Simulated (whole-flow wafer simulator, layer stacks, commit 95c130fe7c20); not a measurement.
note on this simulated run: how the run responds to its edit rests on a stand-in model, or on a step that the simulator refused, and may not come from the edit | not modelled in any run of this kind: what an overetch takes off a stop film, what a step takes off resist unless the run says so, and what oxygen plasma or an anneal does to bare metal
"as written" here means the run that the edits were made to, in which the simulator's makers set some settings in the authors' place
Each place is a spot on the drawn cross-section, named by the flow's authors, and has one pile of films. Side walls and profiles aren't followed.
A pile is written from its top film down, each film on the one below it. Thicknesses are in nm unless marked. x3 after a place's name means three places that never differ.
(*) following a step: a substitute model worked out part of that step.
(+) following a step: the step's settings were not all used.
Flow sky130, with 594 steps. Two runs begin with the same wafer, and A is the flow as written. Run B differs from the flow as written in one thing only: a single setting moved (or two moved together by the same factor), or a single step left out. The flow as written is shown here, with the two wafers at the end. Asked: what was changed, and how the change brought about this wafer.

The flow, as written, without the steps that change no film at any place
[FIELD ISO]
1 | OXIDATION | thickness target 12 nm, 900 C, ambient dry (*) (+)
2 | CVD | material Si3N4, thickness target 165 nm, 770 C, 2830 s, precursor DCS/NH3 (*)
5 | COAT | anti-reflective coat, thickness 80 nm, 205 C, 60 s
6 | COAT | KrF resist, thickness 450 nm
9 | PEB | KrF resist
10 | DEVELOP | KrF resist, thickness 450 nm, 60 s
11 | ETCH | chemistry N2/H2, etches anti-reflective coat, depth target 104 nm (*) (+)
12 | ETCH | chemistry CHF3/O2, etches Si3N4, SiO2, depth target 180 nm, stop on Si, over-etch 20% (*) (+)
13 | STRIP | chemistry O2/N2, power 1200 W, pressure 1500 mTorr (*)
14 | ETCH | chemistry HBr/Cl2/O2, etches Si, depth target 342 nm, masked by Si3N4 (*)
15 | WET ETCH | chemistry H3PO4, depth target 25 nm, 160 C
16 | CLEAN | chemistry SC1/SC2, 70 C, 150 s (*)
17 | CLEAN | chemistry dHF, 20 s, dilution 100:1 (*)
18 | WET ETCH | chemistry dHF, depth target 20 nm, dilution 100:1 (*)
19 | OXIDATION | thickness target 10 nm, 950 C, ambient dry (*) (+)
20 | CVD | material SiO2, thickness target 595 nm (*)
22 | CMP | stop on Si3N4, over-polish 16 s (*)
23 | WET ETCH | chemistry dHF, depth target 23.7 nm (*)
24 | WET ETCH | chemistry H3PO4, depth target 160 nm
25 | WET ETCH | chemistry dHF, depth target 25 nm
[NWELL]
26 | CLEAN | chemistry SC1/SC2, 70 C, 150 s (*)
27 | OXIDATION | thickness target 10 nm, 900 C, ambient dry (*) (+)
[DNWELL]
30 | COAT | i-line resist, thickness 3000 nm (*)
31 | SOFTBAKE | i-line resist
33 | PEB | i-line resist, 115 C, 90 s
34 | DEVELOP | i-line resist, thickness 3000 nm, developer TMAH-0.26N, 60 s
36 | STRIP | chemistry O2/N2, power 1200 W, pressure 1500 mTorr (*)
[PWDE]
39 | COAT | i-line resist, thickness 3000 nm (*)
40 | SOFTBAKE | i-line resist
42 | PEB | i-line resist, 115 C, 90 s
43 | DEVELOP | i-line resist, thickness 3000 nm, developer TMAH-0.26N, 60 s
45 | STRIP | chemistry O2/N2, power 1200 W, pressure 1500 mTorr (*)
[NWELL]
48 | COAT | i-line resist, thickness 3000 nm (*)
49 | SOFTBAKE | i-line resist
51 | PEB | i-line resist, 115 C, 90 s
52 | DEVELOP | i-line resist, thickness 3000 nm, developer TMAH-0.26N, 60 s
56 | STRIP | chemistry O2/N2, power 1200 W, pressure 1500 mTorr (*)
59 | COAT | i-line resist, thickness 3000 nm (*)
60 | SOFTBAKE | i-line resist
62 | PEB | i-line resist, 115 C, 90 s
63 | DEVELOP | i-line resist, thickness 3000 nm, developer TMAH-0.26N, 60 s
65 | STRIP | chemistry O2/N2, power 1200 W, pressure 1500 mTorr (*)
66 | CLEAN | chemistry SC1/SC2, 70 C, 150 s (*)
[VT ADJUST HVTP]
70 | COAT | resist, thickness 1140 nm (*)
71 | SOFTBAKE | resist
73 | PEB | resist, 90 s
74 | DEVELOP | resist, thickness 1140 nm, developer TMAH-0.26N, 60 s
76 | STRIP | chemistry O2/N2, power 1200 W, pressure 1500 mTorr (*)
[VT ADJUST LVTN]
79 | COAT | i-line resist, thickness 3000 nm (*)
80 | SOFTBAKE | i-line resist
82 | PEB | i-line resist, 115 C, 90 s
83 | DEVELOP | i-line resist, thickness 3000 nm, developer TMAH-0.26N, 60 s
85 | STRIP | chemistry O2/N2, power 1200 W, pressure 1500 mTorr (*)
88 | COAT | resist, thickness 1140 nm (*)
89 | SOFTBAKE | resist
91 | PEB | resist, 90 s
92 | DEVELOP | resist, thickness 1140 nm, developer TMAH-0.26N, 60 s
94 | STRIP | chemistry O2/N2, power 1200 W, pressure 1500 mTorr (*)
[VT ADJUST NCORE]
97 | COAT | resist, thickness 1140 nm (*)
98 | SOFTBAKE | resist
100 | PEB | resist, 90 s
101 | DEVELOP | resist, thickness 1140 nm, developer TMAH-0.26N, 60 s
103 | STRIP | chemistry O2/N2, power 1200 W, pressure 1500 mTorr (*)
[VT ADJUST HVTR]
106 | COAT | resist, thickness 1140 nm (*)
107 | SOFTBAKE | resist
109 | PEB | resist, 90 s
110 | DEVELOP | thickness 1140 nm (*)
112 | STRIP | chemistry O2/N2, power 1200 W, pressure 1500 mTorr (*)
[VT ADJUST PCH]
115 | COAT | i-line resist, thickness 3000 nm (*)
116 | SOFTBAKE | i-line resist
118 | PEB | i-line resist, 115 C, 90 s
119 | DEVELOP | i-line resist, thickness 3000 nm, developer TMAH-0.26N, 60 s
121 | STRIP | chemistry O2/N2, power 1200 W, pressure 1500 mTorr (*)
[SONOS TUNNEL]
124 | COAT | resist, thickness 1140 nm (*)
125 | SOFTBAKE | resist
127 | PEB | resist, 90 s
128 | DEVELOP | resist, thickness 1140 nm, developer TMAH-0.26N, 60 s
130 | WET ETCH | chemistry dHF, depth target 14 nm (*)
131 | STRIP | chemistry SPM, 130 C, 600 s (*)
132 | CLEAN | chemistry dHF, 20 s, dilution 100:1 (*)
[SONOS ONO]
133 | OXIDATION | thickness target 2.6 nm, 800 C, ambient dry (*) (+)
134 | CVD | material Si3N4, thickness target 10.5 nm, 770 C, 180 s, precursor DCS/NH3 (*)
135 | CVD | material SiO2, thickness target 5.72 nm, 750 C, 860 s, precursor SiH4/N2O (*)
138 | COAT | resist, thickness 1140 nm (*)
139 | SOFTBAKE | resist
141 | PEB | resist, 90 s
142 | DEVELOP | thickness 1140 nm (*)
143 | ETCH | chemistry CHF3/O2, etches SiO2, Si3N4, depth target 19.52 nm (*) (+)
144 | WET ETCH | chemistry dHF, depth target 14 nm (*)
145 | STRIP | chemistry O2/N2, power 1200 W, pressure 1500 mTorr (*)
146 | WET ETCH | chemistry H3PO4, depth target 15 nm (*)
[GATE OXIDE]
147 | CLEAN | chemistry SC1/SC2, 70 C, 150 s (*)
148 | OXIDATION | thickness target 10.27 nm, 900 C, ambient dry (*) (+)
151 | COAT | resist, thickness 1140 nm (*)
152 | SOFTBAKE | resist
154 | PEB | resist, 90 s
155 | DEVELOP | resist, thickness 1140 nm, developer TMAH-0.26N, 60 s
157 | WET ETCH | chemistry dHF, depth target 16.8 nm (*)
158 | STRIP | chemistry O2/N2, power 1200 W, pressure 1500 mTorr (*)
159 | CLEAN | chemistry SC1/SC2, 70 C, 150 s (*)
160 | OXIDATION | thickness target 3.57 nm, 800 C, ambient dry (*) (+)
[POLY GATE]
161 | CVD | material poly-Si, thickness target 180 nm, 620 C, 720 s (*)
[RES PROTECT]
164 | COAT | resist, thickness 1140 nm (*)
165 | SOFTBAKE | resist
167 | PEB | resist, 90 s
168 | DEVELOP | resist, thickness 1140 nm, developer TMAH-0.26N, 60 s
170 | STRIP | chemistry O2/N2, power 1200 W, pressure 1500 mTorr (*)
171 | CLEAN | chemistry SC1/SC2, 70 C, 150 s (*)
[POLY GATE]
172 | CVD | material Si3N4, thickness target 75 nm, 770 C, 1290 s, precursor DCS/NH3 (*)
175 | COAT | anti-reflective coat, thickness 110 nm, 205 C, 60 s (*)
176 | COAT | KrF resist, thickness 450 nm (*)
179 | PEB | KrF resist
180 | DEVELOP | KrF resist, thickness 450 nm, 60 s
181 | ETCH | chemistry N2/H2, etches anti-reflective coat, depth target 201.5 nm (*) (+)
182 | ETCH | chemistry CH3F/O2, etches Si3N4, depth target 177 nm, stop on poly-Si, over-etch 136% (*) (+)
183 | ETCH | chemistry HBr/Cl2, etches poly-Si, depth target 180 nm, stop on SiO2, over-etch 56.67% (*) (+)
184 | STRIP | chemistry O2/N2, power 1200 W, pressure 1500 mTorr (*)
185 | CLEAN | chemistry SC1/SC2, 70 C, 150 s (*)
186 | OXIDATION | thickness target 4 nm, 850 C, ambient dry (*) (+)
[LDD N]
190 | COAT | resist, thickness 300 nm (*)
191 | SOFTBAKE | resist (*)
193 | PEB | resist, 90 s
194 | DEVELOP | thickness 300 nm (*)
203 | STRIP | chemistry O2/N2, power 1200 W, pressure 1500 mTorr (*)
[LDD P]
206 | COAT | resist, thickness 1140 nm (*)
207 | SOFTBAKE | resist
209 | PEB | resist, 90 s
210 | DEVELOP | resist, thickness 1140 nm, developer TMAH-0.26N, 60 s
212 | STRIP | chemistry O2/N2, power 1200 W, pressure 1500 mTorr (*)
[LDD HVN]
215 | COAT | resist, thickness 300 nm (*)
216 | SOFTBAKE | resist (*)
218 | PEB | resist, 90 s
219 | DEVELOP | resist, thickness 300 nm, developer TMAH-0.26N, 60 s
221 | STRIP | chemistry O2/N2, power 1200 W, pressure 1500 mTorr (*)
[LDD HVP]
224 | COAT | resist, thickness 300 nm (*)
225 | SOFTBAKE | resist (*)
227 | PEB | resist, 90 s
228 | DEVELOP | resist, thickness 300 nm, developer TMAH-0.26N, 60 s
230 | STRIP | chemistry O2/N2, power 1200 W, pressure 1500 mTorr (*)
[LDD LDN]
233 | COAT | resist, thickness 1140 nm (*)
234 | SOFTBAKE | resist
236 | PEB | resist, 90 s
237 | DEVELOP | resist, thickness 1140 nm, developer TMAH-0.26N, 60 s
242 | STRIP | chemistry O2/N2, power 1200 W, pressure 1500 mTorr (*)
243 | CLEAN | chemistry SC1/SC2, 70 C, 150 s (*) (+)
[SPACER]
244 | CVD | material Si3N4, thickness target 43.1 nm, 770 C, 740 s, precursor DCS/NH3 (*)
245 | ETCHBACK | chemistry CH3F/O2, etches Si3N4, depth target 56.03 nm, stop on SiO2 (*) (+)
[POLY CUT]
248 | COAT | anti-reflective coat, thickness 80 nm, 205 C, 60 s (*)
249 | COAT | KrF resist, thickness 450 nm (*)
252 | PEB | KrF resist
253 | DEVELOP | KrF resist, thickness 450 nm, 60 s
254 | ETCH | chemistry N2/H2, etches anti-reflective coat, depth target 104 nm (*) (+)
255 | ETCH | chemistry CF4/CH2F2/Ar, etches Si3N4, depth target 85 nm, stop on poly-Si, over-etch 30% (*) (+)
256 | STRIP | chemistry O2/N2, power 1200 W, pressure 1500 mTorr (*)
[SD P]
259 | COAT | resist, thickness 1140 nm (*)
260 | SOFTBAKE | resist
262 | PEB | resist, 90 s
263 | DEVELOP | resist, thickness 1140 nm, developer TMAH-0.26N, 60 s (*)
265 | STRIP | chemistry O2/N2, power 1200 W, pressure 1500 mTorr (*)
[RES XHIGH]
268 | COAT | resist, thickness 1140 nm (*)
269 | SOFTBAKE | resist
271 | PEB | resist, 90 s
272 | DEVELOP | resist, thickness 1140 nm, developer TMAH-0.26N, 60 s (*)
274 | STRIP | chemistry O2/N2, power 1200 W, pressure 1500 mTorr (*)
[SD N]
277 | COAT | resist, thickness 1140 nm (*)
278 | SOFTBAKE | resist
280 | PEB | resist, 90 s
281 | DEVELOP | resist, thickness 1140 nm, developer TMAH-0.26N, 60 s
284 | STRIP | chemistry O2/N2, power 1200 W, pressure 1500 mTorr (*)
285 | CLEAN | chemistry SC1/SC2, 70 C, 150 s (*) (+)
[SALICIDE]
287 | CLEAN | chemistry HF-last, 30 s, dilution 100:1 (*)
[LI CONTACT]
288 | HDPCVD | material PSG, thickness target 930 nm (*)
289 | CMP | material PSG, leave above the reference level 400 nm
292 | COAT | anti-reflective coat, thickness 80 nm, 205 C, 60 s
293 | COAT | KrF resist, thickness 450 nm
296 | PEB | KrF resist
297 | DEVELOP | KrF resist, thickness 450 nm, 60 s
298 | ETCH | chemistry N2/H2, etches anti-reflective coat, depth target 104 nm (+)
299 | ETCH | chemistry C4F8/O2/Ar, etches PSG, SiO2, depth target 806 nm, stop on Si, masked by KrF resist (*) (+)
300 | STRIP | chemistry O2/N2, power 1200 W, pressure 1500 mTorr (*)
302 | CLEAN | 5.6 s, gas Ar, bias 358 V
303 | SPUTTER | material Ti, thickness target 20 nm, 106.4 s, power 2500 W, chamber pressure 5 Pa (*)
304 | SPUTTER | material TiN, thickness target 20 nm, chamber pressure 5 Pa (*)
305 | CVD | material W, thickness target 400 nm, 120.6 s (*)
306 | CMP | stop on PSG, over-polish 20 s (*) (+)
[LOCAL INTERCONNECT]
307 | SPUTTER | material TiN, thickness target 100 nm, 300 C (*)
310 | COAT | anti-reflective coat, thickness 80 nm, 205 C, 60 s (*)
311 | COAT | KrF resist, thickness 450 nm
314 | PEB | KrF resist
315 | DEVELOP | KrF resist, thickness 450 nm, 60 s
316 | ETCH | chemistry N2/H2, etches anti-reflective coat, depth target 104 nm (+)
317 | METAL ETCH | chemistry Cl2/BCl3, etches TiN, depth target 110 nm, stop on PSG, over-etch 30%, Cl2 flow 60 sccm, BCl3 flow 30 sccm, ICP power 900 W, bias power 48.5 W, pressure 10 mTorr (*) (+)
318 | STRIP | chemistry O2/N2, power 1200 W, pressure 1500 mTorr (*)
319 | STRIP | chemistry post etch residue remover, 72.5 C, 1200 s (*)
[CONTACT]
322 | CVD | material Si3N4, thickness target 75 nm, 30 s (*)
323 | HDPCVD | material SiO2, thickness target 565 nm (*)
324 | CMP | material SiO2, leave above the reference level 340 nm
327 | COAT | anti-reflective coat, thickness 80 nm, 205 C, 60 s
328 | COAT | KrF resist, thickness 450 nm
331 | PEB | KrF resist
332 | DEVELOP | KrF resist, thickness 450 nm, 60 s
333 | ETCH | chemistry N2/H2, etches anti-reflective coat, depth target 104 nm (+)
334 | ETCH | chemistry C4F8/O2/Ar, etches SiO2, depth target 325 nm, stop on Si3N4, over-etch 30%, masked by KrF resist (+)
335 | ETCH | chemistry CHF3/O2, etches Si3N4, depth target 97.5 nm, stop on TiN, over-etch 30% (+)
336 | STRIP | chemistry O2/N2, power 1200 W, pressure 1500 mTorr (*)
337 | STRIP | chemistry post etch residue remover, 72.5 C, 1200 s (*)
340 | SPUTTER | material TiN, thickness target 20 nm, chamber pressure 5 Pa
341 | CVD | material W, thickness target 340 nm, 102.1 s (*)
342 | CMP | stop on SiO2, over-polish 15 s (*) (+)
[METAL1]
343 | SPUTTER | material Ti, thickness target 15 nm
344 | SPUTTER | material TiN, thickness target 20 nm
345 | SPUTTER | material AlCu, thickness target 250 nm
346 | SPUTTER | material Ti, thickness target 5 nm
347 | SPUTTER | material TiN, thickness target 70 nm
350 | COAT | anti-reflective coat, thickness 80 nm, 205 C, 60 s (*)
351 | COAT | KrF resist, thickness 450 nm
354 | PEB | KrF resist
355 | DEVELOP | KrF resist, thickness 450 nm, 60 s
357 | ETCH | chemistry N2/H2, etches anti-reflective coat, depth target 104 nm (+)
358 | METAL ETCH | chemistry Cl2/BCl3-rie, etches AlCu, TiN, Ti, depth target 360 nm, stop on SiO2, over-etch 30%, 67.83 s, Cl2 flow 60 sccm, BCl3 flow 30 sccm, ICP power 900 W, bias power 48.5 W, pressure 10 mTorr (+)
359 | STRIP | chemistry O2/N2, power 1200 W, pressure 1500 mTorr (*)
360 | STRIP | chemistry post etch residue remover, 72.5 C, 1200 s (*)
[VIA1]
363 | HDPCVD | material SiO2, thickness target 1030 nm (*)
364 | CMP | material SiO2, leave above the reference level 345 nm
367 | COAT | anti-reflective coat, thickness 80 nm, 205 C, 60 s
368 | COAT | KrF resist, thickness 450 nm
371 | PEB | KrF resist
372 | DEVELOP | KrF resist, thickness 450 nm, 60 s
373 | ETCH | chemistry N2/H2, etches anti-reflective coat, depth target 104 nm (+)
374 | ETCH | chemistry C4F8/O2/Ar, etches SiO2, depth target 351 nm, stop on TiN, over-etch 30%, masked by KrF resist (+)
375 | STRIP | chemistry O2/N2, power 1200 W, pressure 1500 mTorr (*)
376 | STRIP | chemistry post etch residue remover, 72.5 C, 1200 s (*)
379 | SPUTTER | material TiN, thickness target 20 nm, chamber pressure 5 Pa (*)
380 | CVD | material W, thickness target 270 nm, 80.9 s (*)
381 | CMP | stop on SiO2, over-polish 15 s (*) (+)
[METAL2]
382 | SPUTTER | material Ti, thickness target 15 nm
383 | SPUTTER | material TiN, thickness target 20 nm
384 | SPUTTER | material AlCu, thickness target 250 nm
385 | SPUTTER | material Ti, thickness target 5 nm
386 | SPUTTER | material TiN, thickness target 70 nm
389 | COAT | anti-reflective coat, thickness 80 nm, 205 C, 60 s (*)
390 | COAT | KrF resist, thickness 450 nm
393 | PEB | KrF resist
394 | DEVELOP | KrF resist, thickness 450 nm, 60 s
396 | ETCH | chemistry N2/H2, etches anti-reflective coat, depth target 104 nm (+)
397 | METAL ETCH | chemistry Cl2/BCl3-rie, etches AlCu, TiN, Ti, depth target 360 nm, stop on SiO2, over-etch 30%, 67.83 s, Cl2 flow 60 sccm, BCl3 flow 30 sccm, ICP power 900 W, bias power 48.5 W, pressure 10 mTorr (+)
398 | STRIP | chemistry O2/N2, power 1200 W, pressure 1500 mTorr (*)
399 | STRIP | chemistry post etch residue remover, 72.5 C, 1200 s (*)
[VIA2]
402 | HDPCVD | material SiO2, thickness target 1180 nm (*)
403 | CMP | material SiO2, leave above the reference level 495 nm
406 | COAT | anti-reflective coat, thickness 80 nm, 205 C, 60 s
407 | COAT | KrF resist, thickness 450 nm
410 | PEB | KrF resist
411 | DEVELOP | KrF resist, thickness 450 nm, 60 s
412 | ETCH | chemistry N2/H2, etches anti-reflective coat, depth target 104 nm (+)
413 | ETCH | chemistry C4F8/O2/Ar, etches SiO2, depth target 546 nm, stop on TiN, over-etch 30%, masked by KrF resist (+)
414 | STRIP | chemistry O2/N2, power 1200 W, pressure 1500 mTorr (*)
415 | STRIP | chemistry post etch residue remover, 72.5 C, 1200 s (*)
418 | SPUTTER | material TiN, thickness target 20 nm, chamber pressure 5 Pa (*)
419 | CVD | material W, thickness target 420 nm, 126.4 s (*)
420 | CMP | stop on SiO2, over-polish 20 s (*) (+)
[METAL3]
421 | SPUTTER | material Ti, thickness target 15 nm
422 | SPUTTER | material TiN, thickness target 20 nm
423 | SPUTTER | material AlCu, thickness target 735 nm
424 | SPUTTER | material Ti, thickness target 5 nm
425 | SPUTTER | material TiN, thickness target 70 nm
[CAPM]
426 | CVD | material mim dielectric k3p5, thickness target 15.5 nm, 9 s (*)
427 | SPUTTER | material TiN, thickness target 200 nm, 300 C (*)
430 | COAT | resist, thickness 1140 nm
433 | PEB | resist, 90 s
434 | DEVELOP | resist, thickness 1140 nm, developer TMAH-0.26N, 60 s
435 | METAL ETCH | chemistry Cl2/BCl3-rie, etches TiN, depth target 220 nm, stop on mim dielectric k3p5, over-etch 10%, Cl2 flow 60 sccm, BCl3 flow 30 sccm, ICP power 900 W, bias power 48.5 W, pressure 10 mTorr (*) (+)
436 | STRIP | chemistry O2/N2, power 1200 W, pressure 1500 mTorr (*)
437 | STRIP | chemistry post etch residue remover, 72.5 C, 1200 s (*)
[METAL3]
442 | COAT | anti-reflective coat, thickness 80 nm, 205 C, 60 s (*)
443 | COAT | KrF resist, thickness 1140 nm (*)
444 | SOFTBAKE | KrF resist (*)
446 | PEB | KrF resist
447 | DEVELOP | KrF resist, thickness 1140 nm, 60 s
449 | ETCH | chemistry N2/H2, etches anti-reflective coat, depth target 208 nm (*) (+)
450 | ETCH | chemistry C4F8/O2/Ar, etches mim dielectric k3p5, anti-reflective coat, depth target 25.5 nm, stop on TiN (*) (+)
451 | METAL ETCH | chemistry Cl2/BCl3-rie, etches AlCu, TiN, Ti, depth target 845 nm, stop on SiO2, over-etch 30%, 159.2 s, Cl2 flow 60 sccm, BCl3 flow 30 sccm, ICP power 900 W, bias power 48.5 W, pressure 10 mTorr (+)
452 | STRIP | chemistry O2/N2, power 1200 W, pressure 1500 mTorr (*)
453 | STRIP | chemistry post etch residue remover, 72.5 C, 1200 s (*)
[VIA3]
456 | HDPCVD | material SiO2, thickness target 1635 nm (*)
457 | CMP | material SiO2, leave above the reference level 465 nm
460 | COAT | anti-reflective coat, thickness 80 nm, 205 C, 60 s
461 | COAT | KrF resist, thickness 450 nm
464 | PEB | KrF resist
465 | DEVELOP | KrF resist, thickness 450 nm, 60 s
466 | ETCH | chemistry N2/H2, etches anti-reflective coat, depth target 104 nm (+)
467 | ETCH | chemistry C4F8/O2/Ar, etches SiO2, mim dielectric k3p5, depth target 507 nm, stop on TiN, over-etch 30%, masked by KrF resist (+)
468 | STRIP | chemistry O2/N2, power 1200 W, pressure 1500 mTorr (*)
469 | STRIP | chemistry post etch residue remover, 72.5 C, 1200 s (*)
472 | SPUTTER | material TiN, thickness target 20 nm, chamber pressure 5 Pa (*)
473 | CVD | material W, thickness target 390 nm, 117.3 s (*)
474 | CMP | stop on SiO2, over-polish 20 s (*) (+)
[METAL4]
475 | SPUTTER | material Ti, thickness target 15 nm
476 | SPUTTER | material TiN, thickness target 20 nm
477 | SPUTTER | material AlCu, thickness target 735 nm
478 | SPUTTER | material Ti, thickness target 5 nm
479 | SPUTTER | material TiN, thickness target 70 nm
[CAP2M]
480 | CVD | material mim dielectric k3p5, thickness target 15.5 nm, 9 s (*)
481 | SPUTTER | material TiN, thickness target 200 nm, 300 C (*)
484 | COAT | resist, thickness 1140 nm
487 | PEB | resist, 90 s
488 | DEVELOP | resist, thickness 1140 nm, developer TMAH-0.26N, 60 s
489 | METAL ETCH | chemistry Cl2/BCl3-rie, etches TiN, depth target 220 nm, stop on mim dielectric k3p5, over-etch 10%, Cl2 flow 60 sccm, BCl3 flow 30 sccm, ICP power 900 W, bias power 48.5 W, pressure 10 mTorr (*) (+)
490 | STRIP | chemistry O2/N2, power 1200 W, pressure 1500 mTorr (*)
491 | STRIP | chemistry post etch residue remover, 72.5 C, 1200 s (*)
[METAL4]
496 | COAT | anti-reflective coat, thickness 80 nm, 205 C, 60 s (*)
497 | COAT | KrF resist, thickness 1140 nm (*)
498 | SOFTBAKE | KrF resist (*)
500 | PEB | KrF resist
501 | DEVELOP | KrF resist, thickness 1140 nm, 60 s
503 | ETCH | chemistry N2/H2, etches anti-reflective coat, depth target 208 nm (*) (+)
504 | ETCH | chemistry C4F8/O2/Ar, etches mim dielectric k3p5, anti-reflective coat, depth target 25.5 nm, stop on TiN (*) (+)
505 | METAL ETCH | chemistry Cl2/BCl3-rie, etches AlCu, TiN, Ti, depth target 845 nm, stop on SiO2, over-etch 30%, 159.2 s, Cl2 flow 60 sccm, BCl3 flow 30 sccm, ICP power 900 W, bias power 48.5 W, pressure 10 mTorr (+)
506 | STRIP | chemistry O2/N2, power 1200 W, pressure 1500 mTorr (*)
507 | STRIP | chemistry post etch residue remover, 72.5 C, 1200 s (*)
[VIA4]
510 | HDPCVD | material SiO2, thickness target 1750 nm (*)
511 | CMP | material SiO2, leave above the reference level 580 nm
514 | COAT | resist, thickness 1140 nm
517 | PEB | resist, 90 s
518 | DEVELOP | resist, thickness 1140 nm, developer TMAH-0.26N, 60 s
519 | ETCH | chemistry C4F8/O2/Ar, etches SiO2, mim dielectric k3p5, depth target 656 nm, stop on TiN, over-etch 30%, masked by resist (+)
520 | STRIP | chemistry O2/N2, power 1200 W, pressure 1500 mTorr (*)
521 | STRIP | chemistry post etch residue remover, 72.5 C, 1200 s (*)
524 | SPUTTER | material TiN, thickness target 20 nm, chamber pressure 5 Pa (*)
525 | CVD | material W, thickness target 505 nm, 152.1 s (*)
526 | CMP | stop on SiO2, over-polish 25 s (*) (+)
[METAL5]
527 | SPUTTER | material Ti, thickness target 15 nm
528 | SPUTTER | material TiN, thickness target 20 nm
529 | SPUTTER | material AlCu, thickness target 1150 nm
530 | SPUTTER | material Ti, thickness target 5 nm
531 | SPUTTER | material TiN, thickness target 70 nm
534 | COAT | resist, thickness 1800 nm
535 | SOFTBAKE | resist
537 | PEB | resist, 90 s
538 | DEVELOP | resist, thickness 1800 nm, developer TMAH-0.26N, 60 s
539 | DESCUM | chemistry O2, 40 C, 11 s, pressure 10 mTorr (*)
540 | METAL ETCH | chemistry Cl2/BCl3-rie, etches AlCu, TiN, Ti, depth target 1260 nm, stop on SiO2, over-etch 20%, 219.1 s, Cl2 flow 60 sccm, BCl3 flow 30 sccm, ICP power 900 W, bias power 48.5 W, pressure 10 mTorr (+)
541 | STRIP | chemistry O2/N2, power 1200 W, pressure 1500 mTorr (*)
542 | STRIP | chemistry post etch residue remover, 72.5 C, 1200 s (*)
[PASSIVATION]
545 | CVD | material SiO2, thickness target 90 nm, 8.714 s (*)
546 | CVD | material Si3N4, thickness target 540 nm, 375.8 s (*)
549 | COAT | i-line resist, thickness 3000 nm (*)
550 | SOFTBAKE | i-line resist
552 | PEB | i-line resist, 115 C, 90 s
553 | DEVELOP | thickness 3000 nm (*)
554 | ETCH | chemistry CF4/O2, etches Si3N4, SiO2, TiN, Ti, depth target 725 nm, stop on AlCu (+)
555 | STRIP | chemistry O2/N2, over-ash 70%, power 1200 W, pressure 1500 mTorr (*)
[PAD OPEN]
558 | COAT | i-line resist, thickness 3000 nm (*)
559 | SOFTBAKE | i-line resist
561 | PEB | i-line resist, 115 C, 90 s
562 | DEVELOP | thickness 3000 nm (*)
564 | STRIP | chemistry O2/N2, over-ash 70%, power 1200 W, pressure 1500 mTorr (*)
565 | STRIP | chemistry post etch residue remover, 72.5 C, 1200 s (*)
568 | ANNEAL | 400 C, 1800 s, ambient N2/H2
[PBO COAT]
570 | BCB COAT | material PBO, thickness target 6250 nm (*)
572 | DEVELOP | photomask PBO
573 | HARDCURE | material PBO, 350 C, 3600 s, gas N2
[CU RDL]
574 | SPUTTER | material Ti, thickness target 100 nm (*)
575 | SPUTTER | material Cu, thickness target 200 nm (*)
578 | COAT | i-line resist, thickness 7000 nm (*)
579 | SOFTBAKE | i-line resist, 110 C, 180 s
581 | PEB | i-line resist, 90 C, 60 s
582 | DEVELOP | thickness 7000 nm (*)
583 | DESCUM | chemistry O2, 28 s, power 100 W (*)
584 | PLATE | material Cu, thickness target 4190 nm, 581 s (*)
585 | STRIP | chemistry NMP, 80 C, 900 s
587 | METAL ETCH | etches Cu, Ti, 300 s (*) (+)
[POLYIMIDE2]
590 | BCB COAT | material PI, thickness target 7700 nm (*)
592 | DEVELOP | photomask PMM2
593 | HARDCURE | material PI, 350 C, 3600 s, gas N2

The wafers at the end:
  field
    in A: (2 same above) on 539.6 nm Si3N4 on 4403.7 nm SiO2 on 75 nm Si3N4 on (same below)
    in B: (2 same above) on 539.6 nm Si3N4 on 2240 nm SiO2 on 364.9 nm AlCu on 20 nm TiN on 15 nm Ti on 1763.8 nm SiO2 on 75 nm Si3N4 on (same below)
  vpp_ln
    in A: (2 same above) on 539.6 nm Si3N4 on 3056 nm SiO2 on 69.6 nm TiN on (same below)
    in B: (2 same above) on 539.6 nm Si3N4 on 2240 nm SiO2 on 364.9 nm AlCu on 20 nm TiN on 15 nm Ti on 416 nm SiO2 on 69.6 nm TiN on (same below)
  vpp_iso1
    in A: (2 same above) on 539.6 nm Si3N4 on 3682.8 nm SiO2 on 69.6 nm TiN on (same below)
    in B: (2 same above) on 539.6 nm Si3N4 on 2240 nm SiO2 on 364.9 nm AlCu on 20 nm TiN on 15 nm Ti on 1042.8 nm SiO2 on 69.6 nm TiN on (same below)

Cause: step 451, METAL ETCH: depth target 338 nm was run, whereas the flow has depth target 845 nm.

How this came from the change, step by step:
  451 | METAL ETCH | chemistry Cl2/BCl3-rie, etches AlCu, TiN, Ti, depth target 845 nm, stop on SiO2, over-etch 30%, 159.2 s, Cl2 flow 60 sccm, BCl3 flow 30 sccm, ICP power 900 W, bias power 48.5 W, pressure 10 mTorr (+)
      field, active, gate and 69 more: A TiN loses 70 (all of it), Ti loses 5 (all of it), AlCu loses 735 (all of it), TiN loses 20 (all of it), Ti loses 15 (all of it), SiO2 loses 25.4 | B TiN loses 70 (all of it), Ti loses 5 (all of it), AlCu loses 364.4
      vpp_ln, vpp_iso2, ndiff_ln and 10 more: A TiN loses 70 (all of it), Ti loses 5 (all of it), AlCu loses 735 (all of it), TiN loses 20 (all of it), Ti loses 15 (all of it), SiO2 loses 25.3 | B TiN loses 70 (all of it), Ti loses 5 (all of it), AlCu loses 364.4
      (as well as at 107 more places)
  452 | STRIP | chemistry O2/N2, power 1200 W, pressure 1500 mTorr (*)
      gate_hv, dice_street, pplus_nw and 73 more: A KrF resist loses 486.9 (all of it), anti-reflective coat loses 80 (all of it) | B KrF resist loses 816.5 (all of it), anti-reflective coat loses 80 (all of it)
      n_well, p_well, sd_n, sd_p, pad, mim_edge_gap, mim_edge_gap_sheet: A KrF resist loses 486.9 (all of it), anti-reflective coat loses 80 (all of it) | B KrF resist loses 816.4 (all of it), anti-reflective coat loses 80 (all of it)
      (as well as at 24 more places)
  453 | STRIP | chemistry post etch residue remover, 72.5 C, 1200 s (*)
      field, active, gate and 82 more: A nothing | B AlCu loses 5.72
  456 | HDPCVD | material SiO2, thickness target 1635 nm (*)
      field, active, gate and 82 more: A SiO2 gains 1635 | B SiO2 gains 1635 (new film)
  457 | CMP | material SiO2, leave above the reference level 465 nm
      field, active, gate and 82 more: A SiO2 loses 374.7 | B SiO2 loses 799.9
If metal films that touch count as one body, field has 1 body; the flow as written gives 0 bodies.
If metal films that touch count as one body, vpp_ln has 3 bodies (between them, from the top down: SiO2 416; SiO2 267.2); the flow as written gives 2 bodies (between them, from the top down: SiO2 267.2).
If metal films that touch count as one body, vpp_iso1 has 2 bodies (between them, from the top down: SiO2 1042.8); the flow as written gives 1 body.
